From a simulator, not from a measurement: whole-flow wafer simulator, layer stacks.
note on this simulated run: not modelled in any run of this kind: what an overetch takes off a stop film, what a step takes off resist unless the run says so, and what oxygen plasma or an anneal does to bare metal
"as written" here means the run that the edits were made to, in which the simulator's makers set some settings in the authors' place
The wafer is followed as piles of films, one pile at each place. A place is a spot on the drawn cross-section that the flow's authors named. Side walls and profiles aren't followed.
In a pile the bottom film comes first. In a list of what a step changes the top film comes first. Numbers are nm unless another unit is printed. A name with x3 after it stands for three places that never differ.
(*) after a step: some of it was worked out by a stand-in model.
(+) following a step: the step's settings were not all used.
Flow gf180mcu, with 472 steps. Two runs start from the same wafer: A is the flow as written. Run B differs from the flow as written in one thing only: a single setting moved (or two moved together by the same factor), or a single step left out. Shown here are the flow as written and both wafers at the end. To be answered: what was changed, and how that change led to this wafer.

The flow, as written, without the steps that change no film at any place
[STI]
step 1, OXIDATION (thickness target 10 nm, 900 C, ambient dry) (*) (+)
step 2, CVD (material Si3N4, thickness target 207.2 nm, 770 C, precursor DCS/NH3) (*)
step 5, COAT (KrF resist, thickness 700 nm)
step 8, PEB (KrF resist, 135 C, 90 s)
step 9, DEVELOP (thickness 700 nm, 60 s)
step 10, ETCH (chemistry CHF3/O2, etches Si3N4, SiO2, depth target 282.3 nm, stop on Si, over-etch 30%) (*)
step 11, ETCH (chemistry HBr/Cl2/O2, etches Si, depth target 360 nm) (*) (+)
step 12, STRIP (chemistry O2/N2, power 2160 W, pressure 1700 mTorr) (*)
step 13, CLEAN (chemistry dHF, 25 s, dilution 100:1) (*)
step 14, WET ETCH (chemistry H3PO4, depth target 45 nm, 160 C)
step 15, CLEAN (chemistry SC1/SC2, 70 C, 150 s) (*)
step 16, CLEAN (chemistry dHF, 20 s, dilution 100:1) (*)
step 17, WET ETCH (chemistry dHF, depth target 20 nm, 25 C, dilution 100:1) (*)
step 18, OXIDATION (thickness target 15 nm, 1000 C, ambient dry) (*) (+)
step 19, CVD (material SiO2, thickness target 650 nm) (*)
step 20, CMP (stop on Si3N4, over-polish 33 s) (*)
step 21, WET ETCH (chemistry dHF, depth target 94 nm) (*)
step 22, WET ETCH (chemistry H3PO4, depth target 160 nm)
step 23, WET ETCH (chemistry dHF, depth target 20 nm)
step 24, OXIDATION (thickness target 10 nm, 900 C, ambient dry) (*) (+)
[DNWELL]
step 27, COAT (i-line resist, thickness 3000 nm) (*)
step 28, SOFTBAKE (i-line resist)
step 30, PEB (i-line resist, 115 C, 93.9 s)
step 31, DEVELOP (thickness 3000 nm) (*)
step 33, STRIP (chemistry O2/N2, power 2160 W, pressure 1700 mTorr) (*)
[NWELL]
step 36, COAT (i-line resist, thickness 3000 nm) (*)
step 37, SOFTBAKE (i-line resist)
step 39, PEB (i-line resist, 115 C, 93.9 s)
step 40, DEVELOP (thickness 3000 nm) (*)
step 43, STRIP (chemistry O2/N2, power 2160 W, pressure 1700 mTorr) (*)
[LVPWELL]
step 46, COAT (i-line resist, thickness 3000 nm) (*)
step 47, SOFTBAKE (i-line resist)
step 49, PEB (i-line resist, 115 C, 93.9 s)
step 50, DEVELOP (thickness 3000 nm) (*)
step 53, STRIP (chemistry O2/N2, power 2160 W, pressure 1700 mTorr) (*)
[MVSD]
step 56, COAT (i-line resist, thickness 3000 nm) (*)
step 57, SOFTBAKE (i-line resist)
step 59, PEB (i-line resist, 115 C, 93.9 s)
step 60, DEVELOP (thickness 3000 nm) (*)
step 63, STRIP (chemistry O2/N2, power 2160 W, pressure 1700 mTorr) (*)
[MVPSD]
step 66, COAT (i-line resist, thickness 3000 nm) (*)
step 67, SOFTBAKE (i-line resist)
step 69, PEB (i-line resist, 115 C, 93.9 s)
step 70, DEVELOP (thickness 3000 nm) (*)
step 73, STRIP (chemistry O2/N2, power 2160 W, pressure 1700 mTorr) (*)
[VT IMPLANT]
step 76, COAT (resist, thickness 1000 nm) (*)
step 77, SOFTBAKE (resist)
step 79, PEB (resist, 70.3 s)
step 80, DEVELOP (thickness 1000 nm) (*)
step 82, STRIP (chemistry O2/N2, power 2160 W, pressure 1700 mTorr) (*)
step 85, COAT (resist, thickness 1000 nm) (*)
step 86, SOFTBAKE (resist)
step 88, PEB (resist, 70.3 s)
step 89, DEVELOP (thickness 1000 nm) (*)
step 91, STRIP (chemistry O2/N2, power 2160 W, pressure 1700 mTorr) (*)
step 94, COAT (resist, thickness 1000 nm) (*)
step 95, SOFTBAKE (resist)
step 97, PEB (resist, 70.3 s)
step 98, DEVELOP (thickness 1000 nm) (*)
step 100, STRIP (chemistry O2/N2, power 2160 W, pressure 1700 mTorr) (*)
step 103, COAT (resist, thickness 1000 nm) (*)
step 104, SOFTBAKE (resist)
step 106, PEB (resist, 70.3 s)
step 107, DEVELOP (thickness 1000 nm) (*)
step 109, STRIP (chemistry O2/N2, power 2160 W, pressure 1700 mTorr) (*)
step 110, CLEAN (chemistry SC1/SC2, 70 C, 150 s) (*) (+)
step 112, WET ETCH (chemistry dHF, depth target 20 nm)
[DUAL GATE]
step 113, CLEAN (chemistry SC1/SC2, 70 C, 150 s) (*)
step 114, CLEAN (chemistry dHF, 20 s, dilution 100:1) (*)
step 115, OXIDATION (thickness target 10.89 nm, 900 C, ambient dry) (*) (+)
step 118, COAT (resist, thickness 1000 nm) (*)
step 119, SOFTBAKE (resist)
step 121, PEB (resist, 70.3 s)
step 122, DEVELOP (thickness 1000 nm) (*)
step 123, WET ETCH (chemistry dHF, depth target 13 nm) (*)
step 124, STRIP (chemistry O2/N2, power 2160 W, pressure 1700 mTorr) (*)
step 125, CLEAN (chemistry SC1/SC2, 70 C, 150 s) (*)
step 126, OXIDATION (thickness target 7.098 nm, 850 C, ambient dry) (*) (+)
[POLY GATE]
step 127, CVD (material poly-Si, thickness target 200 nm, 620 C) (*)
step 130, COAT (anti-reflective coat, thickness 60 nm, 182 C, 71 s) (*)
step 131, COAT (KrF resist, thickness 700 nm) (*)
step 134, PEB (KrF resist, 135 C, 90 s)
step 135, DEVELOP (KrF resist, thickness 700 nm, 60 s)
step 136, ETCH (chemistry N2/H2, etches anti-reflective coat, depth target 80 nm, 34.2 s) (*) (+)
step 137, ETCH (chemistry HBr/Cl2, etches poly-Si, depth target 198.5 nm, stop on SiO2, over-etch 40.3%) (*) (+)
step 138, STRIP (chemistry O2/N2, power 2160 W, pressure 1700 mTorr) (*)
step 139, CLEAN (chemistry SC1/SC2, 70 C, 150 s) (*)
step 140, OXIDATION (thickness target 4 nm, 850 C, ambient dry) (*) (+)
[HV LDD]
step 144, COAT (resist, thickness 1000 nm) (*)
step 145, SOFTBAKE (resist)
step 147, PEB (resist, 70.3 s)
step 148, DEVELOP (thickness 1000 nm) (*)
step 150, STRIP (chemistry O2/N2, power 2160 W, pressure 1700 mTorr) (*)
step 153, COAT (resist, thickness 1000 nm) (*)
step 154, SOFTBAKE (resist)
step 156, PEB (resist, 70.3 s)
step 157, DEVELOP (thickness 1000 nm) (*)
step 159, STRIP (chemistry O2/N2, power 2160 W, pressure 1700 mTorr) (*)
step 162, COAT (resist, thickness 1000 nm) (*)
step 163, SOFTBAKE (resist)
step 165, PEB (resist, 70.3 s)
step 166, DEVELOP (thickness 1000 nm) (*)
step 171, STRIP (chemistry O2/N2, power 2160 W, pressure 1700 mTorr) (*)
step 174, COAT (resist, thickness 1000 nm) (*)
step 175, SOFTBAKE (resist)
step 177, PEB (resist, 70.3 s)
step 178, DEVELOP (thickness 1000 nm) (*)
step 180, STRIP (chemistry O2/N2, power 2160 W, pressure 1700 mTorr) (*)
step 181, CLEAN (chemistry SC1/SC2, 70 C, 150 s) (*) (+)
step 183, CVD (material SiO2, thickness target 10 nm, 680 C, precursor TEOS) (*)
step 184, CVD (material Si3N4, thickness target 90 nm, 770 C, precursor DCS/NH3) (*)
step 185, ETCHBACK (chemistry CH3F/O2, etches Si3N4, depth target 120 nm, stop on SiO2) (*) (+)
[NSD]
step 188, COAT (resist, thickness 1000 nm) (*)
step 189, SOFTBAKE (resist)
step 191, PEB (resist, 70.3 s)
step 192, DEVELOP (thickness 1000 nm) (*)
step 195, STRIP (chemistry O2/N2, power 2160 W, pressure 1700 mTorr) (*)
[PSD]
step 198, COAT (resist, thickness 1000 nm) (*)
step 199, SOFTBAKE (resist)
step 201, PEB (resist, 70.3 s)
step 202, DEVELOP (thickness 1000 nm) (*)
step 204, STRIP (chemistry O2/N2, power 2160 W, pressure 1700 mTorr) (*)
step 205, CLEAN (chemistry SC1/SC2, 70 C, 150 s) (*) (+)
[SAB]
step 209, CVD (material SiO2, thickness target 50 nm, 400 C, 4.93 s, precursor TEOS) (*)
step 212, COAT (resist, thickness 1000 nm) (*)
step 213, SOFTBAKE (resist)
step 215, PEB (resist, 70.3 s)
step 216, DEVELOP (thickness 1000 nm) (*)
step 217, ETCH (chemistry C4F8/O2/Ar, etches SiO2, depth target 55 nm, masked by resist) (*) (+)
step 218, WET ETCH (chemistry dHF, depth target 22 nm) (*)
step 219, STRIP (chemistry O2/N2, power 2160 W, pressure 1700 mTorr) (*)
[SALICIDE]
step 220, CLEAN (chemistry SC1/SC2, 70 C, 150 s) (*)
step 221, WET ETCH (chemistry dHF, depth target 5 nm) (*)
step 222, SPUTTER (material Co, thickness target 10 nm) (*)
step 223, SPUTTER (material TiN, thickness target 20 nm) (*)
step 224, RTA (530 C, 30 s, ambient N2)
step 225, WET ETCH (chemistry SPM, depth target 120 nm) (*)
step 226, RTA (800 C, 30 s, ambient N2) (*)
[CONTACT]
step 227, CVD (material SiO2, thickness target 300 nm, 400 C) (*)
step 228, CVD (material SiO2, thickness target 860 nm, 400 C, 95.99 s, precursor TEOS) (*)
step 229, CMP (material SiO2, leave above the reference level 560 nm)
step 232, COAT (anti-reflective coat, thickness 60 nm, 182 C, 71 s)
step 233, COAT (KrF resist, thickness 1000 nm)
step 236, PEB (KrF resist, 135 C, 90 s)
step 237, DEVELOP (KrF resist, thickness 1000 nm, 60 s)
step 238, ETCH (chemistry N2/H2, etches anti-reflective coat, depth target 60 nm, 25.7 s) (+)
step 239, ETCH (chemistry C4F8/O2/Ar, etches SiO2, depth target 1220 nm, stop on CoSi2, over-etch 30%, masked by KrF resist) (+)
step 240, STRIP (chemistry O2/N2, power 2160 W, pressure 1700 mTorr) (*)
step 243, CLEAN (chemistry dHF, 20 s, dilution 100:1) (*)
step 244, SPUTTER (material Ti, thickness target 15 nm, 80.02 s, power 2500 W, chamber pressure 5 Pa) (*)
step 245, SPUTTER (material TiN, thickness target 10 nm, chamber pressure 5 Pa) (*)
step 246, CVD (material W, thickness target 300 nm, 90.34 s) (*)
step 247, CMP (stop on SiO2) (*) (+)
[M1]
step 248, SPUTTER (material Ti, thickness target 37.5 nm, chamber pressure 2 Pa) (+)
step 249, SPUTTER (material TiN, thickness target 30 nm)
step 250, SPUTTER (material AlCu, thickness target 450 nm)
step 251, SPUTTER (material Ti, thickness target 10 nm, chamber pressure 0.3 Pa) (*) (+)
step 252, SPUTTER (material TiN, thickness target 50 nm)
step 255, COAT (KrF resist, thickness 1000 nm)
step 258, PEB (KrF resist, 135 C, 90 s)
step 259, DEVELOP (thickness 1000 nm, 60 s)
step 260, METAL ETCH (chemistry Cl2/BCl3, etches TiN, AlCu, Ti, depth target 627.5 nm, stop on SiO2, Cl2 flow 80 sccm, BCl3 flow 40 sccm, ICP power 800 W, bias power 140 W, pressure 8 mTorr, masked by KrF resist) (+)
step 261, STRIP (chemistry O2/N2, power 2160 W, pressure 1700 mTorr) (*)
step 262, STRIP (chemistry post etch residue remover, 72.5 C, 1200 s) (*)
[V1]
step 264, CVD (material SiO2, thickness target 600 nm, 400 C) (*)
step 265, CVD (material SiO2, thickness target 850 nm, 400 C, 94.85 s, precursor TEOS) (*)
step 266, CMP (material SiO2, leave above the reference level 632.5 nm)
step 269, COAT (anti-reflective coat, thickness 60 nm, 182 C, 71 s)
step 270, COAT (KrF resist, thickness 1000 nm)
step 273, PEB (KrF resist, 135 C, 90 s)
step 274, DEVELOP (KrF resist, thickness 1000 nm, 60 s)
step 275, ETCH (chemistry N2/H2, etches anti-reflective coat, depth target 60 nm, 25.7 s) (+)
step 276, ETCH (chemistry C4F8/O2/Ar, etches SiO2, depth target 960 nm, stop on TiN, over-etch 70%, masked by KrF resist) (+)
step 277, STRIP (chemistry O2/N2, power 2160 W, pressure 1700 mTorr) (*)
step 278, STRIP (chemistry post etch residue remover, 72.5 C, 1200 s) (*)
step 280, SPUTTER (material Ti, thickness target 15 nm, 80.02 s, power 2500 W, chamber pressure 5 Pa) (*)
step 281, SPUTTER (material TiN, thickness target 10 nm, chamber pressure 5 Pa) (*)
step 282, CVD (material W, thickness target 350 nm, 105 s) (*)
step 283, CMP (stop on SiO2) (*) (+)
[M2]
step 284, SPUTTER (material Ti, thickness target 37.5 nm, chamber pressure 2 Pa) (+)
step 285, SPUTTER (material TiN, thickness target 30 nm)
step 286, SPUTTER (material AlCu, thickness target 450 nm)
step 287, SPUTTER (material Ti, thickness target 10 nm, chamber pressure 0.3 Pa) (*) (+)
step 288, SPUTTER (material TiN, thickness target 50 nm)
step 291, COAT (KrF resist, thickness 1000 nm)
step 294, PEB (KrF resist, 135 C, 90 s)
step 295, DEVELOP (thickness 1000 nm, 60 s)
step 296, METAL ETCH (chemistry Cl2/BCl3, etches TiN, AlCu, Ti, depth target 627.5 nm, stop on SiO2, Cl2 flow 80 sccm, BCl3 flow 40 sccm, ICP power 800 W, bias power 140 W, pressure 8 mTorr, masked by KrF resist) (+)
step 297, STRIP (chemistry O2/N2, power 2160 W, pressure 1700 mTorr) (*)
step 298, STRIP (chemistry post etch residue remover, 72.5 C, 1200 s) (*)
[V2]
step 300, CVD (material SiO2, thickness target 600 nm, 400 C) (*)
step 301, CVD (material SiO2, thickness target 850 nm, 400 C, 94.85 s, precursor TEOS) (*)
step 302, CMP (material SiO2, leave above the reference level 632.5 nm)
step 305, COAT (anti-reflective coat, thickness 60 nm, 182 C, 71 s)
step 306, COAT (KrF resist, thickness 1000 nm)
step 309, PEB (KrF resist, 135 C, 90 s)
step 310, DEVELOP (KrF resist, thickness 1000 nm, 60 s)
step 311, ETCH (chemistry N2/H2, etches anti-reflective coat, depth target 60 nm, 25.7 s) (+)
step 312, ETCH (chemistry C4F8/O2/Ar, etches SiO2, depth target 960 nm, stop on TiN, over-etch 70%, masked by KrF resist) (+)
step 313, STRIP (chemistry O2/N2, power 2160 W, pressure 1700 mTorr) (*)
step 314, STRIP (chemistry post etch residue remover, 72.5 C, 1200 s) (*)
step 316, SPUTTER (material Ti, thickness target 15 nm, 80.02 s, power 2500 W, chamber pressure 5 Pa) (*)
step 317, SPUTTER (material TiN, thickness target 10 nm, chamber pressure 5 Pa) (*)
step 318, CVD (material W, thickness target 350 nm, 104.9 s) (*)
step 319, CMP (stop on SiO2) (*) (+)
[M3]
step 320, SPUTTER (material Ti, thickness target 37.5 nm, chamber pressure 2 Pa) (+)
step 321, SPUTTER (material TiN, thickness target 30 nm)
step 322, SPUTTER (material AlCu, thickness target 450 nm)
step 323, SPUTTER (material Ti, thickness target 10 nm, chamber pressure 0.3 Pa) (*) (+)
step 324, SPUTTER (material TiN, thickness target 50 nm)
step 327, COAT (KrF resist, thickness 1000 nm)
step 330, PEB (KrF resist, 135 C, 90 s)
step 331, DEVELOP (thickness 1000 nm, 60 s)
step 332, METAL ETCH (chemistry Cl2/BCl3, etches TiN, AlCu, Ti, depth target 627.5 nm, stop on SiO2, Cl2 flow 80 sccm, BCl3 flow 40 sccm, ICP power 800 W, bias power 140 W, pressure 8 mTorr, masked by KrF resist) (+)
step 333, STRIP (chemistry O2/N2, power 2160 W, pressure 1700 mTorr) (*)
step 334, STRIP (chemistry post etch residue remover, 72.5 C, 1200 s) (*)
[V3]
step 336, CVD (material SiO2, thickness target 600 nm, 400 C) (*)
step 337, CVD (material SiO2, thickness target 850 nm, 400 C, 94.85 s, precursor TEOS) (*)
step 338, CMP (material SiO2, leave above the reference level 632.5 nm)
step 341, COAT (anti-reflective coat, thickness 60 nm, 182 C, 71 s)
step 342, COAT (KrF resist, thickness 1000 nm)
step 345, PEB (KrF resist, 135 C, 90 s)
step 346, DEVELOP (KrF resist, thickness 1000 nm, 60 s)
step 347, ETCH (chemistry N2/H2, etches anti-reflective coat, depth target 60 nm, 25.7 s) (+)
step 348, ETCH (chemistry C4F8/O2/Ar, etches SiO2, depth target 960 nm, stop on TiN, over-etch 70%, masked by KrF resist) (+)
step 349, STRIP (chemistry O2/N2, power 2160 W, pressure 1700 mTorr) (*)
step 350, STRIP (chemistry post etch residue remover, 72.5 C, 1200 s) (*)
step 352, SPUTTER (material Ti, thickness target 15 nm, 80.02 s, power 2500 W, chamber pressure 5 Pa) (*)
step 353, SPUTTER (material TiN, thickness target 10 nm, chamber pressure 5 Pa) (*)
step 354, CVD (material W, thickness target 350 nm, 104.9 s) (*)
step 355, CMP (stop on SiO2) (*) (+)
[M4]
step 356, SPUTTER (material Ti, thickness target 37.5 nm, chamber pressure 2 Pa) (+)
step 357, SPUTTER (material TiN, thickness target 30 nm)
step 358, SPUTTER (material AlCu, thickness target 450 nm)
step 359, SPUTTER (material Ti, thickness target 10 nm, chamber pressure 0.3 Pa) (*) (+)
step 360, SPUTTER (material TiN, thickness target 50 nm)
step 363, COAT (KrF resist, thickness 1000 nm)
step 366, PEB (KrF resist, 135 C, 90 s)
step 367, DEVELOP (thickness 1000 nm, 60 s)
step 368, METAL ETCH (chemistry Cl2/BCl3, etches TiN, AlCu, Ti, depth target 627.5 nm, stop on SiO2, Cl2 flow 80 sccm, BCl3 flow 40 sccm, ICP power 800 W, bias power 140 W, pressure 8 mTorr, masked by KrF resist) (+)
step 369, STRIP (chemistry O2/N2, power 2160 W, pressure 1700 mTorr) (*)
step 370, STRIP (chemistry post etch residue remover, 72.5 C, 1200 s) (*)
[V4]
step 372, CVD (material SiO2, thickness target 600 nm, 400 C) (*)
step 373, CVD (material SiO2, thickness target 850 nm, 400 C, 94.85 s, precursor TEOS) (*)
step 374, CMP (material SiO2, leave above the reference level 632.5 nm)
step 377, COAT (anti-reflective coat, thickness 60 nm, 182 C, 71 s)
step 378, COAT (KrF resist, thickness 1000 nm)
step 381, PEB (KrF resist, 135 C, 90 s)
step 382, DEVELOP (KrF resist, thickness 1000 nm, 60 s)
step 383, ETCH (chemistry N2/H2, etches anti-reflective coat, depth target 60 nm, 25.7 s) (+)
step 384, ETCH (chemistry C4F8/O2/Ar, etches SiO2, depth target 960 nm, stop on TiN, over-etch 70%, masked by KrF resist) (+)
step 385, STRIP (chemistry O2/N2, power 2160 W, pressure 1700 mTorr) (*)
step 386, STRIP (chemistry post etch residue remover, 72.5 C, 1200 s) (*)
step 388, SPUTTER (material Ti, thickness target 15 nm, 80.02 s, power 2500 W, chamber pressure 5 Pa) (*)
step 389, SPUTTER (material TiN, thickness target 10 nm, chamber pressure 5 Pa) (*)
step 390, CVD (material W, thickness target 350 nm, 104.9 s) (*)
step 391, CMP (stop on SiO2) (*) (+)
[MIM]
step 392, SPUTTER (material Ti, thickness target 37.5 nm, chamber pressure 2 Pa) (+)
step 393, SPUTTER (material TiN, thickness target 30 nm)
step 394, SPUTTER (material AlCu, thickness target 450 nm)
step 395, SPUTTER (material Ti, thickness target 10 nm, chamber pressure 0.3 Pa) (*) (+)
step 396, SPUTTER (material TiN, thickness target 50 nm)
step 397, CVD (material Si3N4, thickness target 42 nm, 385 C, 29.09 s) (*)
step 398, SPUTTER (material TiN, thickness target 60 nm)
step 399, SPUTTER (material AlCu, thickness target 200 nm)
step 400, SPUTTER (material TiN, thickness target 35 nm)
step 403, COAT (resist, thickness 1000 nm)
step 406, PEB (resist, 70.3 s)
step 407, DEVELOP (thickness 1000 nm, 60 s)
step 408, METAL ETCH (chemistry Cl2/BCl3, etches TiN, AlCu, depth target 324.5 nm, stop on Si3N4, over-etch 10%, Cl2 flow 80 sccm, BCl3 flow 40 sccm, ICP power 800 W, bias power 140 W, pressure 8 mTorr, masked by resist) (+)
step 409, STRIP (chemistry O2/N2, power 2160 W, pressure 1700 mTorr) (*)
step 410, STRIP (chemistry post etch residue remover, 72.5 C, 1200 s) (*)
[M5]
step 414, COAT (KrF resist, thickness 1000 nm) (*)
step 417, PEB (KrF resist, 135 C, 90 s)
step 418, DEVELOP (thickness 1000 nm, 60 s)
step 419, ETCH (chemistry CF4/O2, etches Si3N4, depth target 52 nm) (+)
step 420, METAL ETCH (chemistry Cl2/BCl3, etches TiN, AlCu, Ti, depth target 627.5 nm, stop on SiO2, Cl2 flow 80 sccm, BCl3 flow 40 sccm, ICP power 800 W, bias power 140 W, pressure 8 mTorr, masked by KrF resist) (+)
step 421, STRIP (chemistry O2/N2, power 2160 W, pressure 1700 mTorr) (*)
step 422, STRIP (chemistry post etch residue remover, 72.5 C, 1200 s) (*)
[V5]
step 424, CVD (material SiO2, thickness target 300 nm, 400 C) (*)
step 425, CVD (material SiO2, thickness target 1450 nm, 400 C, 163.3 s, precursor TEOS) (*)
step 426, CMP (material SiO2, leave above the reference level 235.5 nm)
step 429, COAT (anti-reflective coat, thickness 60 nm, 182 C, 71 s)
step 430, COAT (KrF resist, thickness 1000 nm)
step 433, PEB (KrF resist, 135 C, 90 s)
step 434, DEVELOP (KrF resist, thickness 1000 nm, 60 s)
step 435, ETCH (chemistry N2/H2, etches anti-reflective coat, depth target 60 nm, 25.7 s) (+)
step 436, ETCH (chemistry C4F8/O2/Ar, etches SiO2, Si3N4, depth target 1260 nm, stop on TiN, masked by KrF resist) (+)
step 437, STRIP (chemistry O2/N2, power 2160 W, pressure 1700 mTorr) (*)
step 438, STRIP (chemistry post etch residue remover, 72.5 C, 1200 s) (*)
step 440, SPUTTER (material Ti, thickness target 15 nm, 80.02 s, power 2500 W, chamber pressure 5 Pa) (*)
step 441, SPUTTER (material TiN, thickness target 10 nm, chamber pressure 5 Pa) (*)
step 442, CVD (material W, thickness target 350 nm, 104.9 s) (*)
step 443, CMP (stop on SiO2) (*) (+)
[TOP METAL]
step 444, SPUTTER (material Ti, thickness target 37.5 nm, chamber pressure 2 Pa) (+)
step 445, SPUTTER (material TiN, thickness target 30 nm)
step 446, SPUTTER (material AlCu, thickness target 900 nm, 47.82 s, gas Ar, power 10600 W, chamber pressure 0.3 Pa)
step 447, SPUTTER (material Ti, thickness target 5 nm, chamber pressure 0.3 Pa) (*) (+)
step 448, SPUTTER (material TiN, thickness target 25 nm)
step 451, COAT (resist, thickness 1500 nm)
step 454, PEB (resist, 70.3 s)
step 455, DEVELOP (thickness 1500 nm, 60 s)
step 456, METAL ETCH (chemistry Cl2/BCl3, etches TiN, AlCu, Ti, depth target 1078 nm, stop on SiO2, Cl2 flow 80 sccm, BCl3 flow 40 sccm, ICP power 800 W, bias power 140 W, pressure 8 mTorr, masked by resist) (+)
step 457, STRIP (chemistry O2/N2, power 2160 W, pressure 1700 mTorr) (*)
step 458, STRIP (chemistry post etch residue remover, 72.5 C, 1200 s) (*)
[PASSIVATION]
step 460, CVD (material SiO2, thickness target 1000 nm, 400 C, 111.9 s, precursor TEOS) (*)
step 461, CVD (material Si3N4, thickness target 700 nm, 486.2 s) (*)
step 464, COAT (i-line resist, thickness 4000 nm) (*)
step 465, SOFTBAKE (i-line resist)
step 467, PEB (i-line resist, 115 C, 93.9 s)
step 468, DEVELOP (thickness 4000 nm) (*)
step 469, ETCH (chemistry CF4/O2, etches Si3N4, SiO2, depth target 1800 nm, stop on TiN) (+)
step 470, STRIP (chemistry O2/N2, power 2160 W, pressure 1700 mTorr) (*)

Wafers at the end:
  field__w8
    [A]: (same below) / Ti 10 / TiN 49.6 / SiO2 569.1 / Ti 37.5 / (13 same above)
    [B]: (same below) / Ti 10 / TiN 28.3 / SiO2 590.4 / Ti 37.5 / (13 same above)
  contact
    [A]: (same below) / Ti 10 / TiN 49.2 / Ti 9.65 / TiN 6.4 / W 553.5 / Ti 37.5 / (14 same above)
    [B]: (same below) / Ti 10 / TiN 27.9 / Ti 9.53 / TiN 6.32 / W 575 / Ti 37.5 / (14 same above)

What caused this: step 360, SPUTTER: thickness target 28.7 nm was run, whereas the flow has thickness target 50 nm.

Step by step, how the change led to this:
  step 360, SPUTTER (material TiN, thickness target 50 nm)
      field, field__w1, field__w2 and 108 more: A TiN gains 50 (new film) | B TiN gains 28.7 (new film)
  step 368, METAL ETCH (chemistry Cl2/BCl3, etches TiN, AlCu, Ti, depth target 627.5 nm, stop on SiO2, Cl2 flow 80 sccm, BCl3 flow 40 sccm, ICP power 800 W, bias power 140 W, pressure 8 mTorr, masked by KrF resist) (+)
      field, field__w1, field__w2 and 103 more: A TiN loses 50 (all of it), Ti loses 10 (all of it), AlCu loses 450 (all of it), TiN loses 30 (all of it), Ti loses 37.5 (all of it) | B TiN loses 28.7 (all of it), Ti loses 10 (all of it), AlCu loses 450 (all of it), TiN loses 30 (all of it), Ti loses 37.5 (all of it)
  step 374, CMP (material SiO2, leave above the reference level 632.5 nm)
      field__w8, contact, m1, m1__w1, m1_nw: A SiO2 loses 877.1 | B SiO2 loses 855.8
  step 384, ETCH (chemistry C4F8/O2/Ar, etches SiO2, depth target 960 nm, stop on TiN, over-etch 70%, masked by KrF resist) (+)
      contact: A SiO2 loses 572.5 (all of it) | B SiO2 loses 593.8 (all of it)
  step 390, CVD (material W, thickness target 350 nm, 104.9 s) (*)
      contact: A W gains 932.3 (new film) | B W gains 953.8 (new film)
